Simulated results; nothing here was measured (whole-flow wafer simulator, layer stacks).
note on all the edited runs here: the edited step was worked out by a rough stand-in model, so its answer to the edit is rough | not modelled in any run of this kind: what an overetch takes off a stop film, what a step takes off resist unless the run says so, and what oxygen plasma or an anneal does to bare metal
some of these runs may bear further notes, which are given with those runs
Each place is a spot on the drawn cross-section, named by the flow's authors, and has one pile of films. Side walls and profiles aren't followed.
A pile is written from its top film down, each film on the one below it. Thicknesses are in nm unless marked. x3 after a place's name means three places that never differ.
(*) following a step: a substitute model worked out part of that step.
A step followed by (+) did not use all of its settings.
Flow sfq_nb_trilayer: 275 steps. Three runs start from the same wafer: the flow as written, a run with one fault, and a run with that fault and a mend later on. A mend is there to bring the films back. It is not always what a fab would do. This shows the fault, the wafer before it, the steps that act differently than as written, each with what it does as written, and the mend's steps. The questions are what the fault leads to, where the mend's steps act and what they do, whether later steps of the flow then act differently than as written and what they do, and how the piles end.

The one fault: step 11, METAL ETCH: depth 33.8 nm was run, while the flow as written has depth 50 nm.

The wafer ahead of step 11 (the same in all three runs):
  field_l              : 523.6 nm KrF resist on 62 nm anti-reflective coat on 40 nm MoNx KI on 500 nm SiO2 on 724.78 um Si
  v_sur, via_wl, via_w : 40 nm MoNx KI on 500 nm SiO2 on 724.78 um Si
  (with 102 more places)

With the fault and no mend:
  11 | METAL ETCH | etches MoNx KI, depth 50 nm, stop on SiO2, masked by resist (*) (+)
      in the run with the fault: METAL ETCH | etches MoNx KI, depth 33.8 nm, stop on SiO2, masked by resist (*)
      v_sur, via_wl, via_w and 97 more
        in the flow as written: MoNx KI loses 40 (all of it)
        in the run with the fault: MoNx KI loses 33.8
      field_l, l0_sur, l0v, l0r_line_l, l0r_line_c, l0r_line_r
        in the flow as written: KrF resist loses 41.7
        in the run with the fault: KrF resist loses 28.2
  Steps further on in the flow that do not act as written (8 more steps, not shown, differ only slightly: by at most 2% or 0.5 nm, whichever is larger):
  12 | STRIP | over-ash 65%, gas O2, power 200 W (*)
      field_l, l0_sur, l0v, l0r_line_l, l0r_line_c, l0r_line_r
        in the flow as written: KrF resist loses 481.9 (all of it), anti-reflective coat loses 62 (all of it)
        in the run with the fault: KrF resist loses 495.4 (all of it), anti-reflective coat loses 62 (all of it)
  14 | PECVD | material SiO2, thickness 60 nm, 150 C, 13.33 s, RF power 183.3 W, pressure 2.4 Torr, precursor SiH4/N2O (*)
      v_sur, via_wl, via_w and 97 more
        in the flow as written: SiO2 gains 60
        in the run with the fault: SiO2 gains 60 (new film)
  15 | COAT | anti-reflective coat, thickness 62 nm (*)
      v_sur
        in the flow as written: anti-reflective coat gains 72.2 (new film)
        in the run with the fault: anti-reflective coat gains 70.7 (new film)
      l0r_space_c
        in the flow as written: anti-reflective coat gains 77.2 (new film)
        in the run with the fault: anti-reflective coat gains 74.9 (new film)
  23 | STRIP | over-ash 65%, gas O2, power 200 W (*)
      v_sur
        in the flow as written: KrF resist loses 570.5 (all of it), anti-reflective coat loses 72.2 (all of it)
        in the run with the fault: KrF resist loses 568.7 (all of it), anti-reflective coat loses 70.7 (all of it)
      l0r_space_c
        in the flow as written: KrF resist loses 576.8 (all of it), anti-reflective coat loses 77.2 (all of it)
        in the run with the fault: KrF resist loses 574.1 (all of it), anti-reflective coat loses 74.9 (all of it)
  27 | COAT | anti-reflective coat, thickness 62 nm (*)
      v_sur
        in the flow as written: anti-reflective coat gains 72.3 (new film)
        in the run with the fault: anti-reflective coat gains 70.8 (new film)
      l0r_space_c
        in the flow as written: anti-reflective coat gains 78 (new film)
        in the run with the fault: anti-reflective coat gains 75.4 (new film)
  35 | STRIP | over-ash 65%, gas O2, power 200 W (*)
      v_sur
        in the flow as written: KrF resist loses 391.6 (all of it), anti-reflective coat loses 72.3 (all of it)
        in the run with the fault: KrF resist loses 390.1 (all of it), anti-reflective coat loses 70.8 (all of it)
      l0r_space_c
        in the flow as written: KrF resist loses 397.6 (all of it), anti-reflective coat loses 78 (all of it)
        in the run with the fault: KrF resist loses 395.2 (all of it), anti-reflective coat loses 75.4 (all of it)
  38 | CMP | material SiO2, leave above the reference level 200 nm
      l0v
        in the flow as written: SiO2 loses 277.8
        in the run with the fault: SiO2 loses 271.6
  By the end, the piles at v_sur, via_wl, via_w and 97 more depart from the flow's by more than 2% or 0.5 nm, whichever is larger.
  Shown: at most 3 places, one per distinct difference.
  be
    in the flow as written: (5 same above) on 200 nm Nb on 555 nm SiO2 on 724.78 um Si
    in the run with the fault: (5 same above) on 200 nm Nb on 55 nm SiO2 on 6.2 nm MoNx KI on 500 nm SiO2 on 724.78 um Si
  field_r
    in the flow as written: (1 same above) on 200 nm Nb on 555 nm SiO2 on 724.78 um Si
    in the run with the fault: (1 same above) on 200 nm Nb on 55 nm SiO2 on 6.2 nm MoNx KI on 500 nm SiO2 on 724.78 um Si
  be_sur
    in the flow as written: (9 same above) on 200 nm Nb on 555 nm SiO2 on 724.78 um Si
    in the run with the fault: (9 same above) on 200 nm Nb on 55 nm SiO2 on 6.2 nm MoNx KI on 500 nm SiO2 on 724.78 um Si

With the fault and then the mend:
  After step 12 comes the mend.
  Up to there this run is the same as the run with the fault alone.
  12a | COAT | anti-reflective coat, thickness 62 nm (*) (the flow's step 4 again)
      p4_fl x3, p4_w1 x9, p4_g1 x2 and 59 more
        anti-reflective coat gains 62 (new film)
      gap, jj_sur, ce_l and 6 more
        anti-reflective coat gains 63.4 (new film)
      wire, be, be_sur, r_end, moat, field_r
        anti-reflective coat gains 63.5 (new film)
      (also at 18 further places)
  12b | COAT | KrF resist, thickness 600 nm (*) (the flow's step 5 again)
      p4_fl x3, p4_w1 x9, p4_g1 x2 and 59 more
        KrF resist gains 600 (new film)
      jj_sur, ce_l, c5j, ce_r, sp_r, be_r, r_sur, res
        KrF resist gains 605.7 (new film)
      be_sur, gap, r_end
        KrF resist gains 605.8 (new film)
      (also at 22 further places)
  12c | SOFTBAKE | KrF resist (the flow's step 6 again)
      does not change any film at any place that is followed
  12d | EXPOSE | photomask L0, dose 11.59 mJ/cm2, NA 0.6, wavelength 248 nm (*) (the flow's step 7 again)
      does not change any film at any place that is followed
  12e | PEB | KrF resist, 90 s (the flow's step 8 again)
      p4_fl x3, p4_w1 x9, p4_g1 x2 and 62 more
        KrF resist loses 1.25
      v_sur, via_w, via_wr and 22 more
        KrF resist loses 1.27
      field_l, l0_sur, l0v
        KrF resist loses 1.24
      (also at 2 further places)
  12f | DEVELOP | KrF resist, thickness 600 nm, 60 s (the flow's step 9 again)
      p4_fl x3, p4_w1 x9, p4_g1 x2 and 59 more
        KrF resist loses 598.7 (all of it)
      jj_sur, ce_l, c5j, ce_r, sp_r, be_r, r_sur
        KrF resist loses 604.4 (all of it)
      field_l, l0_sur, l0v, l0r_line_l, l0r_line_c, l0r_line_r
        KrF resist loses 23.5
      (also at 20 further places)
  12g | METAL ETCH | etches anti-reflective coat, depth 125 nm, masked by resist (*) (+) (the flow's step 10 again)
      p4_fl x3, p4_w1 x9, p4_g1 x2 and 59 more
        anti-reflective coat loses 62 (all of it)
      gap, jj_sur, ce_l and 6 more
        anti-reflective coat loses 63.4 (all of it)
      field_l, l0_sur, l0v, l0r_line_l, l0r_line_c, l0r_line_r
        KrF resist loses 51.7
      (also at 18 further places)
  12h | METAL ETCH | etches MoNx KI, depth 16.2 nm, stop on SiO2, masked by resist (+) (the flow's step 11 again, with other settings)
      v_sur, via_wl, via_w and 97 more
        MoNx KI loses 6.2 (all of it)
      field_l, l0_sur, l0v, l0r_line_l, l0r_line_c, l0r_line_r
        KrF resist loses 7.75
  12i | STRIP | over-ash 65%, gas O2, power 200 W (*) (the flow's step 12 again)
      l0r_line_l, l0r_line_c, l0r_line_r
        KrF resist loses 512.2 (all of it), anti-reflective coat loses 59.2 (all of it)
      field_l
        KrF resist loses 508 (all of it), anti-reflective coat loses 57.2 (all of it)
      l0_sur
        KrF resist loses 509.4 (all of it), anti-reflective coat loses 54.8 (all of it)
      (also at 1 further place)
  None of the later steps of the flow acts differently than as written at any place that is followed.
  By the end, the piles equal the flow's at every place that both follow.
